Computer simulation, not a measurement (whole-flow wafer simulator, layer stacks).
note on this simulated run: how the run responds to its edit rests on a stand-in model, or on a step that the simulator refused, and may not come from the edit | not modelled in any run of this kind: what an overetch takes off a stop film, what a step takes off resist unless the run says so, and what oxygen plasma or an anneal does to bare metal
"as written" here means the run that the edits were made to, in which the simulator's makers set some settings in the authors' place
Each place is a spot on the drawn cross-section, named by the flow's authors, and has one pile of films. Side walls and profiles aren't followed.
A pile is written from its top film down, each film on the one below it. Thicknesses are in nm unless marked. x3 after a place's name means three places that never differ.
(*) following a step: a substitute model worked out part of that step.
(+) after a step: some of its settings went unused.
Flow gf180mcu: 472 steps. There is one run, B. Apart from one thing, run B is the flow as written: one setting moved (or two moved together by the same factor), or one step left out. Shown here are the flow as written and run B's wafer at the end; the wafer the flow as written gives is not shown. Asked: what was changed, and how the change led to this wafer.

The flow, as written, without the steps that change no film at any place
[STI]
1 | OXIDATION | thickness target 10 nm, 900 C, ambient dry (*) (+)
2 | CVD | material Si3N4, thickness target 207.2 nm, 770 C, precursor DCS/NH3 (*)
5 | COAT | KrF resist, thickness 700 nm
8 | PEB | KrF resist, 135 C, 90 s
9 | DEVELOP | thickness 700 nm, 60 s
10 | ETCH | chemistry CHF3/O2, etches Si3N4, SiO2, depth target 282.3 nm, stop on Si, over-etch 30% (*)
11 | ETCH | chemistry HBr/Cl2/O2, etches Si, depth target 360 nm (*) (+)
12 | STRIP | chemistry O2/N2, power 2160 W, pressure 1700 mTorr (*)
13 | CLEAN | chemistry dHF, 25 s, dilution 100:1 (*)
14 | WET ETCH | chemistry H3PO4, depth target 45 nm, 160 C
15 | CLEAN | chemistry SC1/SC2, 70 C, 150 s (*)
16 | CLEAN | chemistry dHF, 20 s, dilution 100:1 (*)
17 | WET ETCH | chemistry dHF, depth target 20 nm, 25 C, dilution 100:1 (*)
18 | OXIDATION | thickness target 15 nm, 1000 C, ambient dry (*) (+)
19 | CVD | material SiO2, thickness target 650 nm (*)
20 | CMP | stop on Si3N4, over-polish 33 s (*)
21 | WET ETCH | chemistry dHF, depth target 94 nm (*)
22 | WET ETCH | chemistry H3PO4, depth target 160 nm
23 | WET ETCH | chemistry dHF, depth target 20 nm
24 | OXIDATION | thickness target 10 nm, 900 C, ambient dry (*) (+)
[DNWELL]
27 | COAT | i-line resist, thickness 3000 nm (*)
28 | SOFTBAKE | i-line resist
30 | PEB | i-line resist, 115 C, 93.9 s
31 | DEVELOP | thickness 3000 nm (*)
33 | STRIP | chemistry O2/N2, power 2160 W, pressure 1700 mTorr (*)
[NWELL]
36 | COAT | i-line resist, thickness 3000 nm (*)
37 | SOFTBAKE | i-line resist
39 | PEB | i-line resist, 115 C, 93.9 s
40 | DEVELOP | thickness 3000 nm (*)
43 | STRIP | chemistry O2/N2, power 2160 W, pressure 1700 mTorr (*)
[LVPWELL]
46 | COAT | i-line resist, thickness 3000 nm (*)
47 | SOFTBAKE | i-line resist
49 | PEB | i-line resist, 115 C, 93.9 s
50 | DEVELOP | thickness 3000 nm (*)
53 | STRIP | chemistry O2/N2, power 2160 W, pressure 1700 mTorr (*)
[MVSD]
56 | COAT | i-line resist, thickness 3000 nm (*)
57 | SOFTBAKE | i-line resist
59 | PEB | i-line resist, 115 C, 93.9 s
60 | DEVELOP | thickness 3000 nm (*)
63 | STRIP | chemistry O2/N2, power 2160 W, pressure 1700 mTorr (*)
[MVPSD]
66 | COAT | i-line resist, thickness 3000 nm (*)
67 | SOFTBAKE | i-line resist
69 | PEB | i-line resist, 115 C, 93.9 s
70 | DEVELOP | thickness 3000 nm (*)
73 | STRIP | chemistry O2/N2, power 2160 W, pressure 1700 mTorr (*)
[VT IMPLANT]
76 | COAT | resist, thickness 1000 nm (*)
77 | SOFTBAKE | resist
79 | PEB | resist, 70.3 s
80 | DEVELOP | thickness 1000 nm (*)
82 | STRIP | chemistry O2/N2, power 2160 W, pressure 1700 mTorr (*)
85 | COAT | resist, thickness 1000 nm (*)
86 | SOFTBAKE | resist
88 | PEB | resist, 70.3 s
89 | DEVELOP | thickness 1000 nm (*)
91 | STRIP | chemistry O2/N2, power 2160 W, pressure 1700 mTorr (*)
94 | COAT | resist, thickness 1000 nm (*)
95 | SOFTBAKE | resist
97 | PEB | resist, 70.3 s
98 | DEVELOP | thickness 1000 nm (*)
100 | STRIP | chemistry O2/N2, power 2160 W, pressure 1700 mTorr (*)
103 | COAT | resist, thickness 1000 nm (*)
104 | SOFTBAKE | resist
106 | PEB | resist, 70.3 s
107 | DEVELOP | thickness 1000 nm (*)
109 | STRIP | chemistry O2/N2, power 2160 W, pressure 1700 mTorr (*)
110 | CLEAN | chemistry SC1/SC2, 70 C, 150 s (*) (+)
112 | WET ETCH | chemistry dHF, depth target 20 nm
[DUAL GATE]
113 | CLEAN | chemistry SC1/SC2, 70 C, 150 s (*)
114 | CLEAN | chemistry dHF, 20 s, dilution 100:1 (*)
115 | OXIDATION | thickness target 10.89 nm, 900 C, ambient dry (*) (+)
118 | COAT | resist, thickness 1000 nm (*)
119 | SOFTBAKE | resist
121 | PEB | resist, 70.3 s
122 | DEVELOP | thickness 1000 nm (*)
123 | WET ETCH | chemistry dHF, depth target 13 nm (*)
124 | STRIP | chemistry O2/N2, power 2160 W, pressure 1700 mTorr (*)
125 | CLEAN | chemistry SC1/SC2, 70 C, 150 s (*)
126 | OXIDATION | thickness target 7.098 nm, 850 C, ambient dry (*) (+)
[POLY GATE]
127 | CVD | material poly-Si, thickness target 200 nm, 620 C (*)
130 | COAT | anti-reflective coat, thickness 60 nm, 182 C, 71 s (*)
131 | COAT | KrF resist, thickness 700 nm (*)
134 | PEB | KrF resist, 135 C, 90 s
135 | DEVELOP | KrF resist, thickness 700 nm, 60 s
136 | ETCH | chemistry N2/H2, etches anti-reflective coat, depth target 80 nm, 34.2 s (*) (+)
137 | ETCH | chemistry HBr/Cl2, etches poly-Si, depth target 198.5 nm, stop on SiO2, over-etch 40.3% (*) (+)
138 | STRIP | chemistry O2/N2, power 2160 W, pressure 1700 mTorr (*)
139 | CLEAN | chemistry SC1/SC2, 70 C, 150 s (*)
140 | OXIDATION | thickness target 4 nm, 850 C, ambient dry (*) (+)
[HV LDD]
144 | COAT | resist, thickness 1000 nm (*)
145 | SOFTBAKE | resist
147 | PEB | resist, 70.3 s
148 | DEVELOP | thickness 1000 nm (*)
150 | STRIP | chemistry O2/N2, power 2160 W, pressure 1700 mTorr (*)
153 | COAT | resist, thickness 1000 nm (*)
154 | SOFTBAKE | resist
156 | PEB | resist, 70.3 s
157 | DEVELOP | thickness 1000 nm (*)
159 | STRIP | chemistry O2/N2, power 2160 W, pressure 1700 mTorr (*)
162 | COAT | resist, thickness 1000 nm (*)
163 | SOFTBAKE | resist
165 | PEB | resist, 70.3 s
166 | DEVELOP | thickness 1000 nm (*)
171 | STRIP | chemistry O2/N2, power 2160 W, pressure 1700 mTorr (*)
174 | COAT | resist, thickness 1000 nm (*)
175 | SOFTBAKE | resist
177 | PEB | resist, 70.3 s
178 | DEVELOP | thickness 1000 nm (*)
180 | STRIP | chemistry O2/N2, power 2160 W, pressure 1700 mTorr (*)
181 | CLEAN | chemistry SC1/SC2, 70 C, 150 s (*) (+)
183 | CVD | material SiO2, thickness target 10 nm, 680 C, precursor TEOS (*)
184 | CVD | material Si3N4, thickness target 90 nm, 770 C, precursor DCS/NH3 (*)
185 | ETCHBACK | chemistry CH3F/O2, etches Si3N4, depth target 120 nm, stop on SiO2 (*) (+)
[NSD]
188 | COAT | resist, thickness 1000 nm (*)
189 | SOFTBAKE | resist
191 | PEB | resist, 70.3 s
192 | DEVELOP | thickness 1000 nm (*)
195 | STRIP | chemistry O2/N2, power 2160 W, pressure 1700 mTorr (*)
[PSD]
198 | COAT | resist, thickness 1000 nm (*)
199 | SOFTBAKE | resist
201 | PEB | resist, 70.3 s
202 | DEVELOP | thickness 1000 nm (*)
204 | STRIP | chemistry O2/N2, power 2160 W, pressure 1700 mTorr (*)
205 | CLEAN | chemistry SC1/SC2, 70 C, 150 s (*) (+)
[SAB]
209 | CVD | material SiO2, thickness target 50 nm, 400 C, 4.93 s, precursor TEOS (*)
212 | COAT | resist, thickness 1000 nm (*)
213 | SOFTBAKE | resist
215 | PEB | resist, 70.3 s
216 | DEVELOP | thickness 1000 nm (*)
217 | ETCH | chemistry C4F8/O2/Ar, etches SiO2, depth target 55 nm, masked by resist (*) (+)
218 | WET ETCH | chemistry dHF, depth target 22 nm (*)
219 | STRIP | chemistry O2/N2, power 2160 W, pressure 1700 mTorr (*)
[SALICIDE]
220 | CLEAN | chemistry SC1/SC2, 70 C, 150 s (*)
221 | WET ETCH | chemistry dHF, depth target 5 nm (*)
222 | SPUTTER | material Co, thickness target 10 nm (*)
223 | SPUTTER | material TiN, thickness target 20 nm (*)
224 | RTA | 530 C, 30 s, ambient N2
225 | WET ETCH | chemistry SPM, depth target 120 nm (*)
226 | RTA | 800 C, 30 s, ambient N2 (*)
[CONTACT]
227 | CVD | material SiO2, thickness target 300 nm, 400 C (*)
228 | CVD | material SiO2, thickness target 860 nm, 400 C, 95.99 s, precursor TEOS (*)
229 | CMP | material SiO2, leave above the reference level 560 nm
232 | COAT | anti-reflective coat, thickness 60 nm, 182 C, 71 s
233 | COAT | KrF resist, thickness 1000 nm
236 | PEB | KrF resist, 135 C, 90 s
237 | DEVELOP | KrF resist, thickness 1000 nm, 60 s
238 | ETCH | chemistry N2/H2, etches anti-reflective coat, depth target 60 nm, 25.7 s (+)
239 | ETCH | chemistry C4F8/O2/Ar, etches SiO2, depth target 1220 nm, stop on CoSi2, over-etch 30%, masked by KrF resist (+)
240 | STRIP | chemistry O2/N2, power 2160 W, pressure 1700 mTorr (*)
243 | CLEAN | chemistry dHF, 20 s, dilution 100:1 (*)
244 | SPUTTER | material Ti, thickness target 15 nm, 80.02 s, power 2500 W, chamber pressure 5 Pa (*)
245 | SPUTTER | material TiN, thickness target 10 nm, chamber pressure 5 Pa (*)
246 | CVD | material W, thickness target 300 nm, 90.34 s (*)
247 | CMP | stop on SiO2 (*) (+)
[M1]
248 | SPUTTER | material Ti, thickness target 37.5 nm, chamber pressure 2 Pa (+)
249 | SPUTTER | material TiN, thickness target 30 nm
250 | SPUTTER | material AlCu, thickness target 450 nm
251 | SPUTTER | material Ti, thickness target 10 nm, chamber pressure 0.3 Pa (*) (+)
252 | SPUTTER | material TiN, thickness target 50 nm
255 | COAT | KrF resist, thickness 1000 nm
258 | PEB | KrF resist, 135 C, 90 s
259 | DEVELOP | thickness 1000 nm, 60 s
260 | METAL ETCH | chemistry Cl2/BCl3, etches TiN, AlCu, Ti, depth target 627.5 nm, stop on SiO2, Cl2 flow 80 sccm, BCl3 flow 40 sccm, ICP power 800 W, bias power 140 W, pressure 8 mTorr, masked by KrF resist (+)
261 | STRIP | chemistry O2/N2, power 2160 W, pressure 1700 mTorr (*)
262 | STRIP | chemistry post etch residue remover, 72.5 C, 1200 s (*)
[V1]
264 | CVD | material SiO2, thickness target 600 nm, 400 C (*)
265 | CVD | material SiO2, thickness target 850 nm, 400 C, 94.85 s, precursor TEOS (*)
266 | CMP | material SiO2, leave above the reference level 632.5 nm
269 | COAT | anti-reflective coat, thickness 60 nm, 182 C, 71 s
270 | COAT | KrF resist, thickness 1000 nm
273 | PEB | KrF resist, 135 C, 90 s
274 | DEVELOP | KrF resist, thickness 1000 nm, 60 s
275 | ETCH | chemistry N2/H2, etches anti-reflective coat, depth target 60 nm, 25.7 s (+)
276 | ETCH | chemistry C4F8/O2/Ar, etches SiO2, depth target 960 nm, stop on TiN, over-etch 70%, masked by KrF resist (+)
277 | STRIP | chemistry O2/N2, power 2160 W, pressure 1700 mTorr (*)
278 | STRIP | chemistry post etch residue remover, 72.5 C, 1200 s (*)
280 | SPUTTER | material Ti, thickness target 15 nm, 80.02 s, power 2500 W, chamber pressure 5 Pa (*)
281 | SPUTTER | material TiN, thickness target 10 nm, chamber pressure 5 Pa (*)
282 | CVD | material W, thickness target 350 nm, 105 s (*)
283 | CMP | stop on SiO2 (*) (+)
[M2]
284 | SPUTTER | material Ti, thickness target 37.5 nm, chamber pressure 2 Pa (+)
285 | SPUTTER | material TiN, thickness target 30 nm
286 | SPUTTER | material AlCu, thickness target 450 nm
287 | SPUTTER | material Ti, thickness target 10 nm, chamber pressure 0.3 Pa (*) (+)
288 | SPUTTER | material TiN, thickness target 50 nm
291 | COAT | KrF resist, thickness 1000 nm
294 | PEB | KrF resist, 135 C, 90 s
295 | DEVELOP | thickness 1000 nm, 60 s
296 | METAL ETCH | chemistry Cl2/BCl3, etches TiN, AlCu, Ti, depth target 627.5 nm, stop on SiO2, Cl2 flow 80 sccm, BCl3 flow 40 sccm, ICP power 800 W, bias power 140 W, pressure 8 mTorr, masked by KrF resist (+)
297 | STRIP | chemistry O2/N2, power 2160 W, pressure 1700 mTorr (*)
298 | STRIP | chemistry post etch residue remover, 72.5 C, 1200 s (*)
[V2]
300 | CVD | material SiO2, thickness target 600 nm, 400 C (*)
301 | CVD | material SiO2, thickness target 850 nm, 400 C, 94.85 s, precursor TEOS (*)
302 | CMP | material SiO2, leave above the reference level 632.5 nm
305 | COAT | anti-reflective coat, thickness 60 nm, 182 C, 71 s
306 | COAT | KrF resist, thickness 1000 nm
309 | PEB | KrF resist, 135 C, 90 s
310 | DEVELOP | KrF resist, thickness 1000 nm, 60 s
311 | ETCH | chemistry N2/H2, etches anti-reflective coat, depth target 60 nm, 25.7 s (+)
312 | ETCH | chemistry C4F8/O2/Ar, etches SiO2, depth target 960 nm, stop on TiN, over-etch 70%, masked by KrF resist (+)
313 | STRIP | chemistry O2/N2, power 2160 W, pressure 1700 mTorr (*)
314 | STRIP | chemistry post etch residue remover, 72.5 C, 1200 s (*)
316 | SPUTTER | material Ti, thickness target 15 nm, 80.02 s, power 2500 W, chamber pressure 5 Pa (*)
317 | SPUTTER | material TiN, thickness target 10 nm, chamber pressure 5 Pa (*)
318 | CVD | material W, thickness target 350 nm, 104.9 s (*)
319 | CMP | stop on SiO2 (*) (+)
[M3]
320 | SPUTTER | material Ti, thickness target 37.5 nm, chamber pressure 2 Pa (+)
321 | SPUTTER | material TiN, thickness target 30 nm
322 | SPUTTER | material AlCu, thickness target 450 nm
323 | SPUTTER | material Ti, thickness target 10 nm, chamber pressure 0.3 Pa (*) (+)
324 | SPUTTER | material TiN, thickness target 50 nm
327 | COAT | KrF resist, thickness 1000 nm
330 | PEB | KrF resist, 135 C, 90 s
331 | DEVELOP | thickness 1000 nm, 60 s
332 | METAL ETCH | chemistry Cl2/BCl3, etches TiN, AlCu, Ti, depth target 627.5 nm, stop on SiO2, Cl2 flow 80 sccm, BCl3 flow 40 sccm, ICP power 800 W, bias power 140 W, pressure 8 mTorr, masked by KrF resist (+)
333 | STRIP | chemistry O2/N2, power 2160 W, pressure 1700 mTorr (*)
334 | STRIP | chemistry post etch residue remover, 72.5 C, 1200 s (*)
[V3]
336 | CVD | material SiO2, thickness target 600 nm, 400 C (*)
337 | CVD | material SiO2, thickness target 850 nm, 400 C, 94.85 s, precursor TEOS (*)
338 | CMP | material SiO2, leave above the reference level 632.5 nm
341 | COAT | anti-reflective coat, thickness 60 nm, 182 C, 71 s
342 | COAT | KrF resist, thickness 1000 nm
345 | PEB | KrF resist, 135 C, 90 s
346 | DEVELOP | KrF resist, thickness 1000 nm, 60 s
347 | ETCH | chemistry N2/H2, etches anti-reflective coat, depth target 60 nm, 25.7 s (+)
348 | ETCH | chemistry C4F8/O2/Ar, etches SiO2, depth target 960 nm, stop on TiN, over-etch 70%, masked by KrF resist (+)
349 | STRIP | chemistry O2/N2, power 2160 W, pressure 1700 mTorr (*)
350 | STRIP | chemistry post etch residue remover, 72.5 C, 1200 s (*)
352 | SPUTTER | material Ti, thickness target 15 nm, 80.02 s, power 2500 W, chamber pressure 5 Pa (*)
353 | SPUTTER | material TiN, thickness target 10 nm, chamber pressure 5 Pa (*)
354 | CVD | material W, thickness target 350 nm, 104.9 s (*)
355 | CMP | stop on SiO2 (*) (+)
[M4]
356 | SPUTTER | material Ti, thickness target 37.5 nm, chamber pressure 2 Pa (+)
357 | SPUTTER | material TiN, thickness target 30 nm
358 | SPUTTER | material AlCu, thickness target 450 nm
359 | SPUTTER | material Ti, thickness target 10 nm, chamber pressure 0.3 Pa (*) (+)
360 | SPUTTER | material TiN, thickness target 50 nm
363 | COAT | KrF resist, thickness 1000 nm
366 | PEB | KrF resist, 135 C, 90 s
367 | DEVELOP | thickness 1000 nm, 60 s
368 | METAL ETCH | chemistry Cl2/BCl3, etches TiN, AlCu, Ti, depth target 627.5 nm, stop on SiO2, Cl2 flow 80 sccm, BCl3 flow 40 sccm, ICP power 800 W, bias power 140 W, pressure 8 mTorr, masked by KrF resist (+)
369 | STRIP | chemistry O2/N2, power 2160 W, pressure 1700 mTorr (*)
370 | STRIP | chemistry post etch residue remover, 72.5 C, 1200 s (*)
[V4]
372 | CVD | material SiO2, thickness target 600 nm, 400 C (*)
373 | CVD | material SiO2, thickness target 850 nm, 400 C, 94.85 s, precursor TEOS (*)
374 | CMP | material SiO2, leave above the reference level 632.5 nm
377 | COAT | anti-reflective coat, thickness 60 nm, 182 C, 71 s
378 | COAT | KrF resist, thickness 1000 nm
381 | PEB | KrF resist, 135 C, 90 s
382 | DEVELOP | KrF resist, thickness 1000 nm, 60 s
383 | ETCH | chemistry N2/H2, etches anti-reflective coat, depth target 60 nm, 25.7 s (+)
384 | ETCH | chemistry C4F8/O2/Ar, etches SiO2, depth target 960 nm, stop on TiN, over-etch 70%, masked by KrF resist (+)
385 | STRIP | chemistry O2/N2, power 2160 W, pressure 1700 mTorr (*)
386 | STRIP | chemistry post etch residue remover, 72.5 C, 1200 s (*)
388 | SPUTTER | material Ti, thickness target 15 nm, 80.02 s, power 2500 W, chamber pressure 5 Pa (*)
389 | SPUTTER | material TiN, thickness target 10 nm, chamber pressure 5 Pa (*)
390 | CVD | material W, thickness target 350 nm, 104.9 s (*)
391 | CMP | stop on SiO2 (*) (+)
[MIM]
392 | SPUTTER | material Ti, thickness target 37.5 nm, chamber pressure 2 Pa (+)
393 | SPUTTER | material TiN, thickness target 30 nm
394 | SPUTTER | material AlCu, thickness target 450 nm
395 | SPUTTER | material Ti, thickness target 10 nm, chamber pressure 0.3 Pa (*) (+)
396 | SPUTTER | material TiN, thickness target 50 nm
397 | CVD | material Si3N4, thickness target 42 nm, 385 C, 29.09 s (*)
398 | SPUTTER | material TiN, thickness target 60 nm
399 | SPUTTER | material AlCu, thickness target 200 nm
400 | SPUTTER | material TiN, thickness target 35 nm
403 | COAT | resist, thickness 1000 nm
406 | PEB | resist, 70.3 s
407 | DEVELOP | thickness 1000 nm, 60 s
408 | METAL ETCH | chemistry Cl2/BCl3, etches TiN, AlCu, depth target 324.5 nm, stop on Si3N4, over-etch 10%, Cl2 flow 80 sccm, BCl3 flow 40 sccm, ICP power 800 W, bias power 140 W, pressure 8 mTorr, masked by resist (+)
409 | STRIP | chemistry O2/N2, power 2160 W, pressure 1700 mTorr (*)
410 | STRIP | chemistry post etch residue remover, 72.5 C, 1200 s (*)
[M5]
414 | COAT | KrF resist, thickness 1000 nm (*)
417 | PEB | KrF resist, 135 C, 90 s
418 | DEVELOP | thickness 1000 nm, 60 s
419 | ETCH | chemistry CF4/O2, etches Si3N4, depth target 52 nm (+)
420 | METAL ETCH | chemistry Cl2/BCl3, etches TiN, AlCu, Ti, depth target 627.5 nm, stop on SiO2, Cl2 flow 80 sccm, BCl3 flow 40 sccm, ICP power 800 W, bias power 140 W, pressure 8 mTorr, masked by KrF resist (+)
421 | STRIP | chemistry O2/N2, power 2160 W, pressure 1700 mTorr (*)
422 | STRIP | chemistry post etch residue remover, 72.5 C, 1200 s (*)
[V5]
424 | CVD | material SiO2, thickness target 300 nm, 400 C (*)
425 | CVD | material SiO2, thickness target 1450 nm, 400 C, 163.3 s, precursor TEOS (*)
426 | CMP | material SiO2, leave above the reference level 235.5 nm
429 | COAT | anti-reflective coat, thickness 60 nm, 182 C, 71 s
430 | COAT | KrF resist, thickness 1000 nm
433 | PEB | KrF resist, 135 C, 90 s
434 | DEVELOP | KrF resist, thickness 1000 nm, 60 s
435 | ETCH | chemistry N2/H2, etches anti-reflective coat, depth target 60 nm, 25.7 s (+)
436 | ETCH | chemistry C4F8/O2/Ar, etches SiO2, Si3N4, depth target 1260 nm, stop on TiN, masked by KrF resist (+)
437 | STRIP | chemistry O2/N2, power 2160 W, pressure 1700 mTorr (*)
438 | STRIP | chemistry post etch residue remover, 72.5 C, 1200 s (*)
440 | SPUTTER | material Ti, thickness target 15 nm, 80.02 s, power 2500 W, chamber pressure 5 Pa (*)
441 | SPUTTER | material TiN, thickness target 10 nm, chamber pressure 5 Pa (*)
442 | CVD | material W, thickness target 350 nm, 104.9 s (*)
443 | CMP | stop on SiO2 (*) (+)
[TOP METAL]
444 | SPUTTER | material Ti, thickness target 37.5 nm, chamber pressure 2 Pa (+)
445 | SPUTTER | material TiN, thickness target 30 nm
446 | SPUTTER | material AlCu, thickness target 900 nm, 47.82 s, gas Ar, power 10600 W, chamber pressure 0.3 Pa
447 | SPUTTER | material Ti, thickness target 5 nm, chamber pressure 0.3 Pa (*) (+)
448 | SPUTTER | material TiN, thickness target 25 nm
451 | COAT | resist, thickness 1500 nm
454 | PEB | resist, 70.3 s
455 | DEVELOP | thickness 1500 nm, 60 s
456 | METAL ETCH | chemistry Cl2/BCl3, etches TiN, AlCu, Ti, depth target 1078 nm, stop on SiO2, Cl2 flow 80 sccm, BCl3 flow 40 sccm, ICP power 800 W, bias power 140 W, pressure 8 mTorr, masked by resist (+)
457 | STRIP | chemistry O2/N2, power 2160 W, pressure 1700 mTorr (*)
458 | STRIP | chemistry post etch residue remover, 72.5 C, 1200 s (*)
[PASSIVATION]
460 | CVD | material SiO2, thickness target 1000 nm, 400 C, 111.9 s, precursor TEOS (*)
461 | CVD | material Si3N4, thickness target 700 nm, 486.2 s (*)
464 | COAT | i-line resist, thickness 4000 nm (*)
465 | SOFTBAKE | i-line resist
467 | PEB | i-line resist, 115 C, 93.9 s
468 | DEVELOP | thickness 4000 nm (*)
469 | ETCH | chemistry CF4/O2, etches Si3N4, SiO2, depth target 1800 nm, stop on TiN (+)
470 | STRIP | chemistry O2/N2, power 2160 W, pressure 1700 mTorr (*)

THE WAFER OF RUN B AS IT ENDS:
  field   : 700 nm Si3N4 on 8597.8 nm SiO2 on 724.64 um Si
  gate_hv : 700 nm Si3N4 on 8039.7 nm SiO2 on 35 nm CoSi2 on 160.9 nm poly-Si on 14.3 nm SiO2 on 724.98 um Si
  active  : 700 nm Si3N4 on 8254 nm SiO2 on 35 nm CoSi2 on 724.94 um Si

What caused this: step 302, CMP: leave above the reference level 1006 nm was run, while the flow as written has leave above the reference level 632.5 nm.

How this came from the change, step by step:
  302 | CMP | material SiO2, leave above the reference level 632.5 nm
      field, field__w1, field__w2 and 103 more: nothing (as written it would have been: -300 SiO2)
      field__w8, contact, m1, m1__w1, m1_nw: -503.9 SiO2 (as written it would have been: -877.1 SiO2)
  305 | COAT | anti-reflective coat, thickness 60 nm, 182 C, 71 s
      field: +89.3 anti-reflective coat (new film) (as written it would have been: +60 anti-reflective coat (new film))
      field__w8: +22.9 anti-reflective coat (new film) (as written it would have been: +60 anti-reflective coat (new film))
      (also at 16 further places)
  306 | COAT | KrF resist, thickness 1000 nm
      contact: +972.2 KrF resist (new film) (as written it would have been: +1000 KrF resist (new film))
      m1: +967.8 KrF resist (new film) (as written it would have been: +1000 KrF resist (new film))
      (also at 4 further places)
  310 | DEVELOP | KrF resist, thickness 1000 nm, 60 s
      contact: -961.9 KrF resist (all of it) (as written it would have been: -989.5 KrF resist (all of it))
  311 | ETCH | chemistry N2/H2, etches anti-reflective coat, depth target 60 nm, 25.7 s (+)
      contact: -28 anti-reflective coat (all of it), -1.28 SiO2 (as written it would have been: -60 anti-reflective coat (all of it), -0.46 SiO2)
  312 | ETCH | chemistry C4F8/O2/Ar, etches SiO2, depth target 960 nm, stop on TiN, over-etch 70%, masked by KrF resist (+)
      contact: -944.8 SiO2 (all of it) (as written it would have been: -572.5 SiO2 (all of it))
  313 | STRIP | chemistry O2/N2, power 2160 W, pressure 1700 mTorr (*)
      field: -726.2 KrF resist (all of it), -89.3 anti-reflective coat (all of it) (as written it would have been: -739.2 KrF resist (all of it), -60 anti-reflective coat (all of it))
      field__w8: -730.4 KrF resist (all of it), -22.9 anti-reflective coat (all of it) (as written it would have been: -739.2 KrF resist (all of it), -60 anti-reflective coat (all of it))
      (also at 16 further places)
  316 | SPUTTER | material Ti, thickness target 15 nm, 80.02 s, power 2500 W, chamber pressure 5 Pa (*)
      contact: +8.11 Ti (new film) (as written it would have been: +9.65 Ti (new film))
  317 | SPUTTER | material TiN, thickness target 10 nm, chamber pressure 5 Pa (*)
      contact: +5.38 TiN (new film) (as written it would have been: +6.4 TiN (new film))
  318 | CVD | material W, thickness target 350 nm, 104.9 s (*)
      contact: +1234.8 W (new film) (as written it would have been: +932.3 W (new film))
  319 | CMP | stop on SiO2 (*) (+)
      field__w8, m1, m1__w1, m1_nw: -350 W (all of it), -10 TiN (all of it), -15 Ti (all of it), -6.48 SiO2 (as written it would have been: -350 W (all of it), -10 TiN (all of it), -15 Ti (all of it), -3.78 SiO2)
  327 | COAT | KrF resist, thickness 1000 nm
      field__w8: +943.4 KrF resist (new film) (as written it would have been: +1000 KrF resist (new film))
      m1: +941.9 KrF resist (new film) (as written it would have been: +1000 KrF resist (new film))
      (also at 2 further places)
  330 | PEB | KrF resist, 135 C, 90 s
      field__w8: -9.65 KrF resist (as written it would have been: -10.5 KrF resist)
      m1: -9.63 KrF resist (as written it would have been: -10.5 KrF resist)
      (also at 1 further place)
  333 | STRIP | chemistry O2/N2, power 2160 W, pressure 1700 mTorr (*)
      field__w8: -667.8 KrF resist (all of it) (as written it would have been: -723.5 KrF resist (all of it))
      m1: -666.3 KrF resist (all of it) (as written it would have been: -723.5 KrF resist (all of it))
      (also at 2 further places)
  338 | CMP | material SiO2, leave above the reference level 632.5 nm
      field, field__w1, field__w2 and 103 more: -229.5 SiO2 (as written it would have been: -300 SiO2)
      contact: -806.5 SiO2 (as written it would have been: -877.1 SiO2)
  348 | ETCH | chemistry C4F8/O2/Ar, etches SiO2, depth target 960 nm, stop on TiN, over-etch 70%, masked by KrF resist (+)
      contact: -643 SiO2 (all of it) (as written it would have been: -572.5 SiO2 (all of it))
  354 | CVD | material W, thickness target 350 nm, 104.9 s (*)
      contact: +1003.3 W (new film) (as written it would have been: +932.3 W (new film))
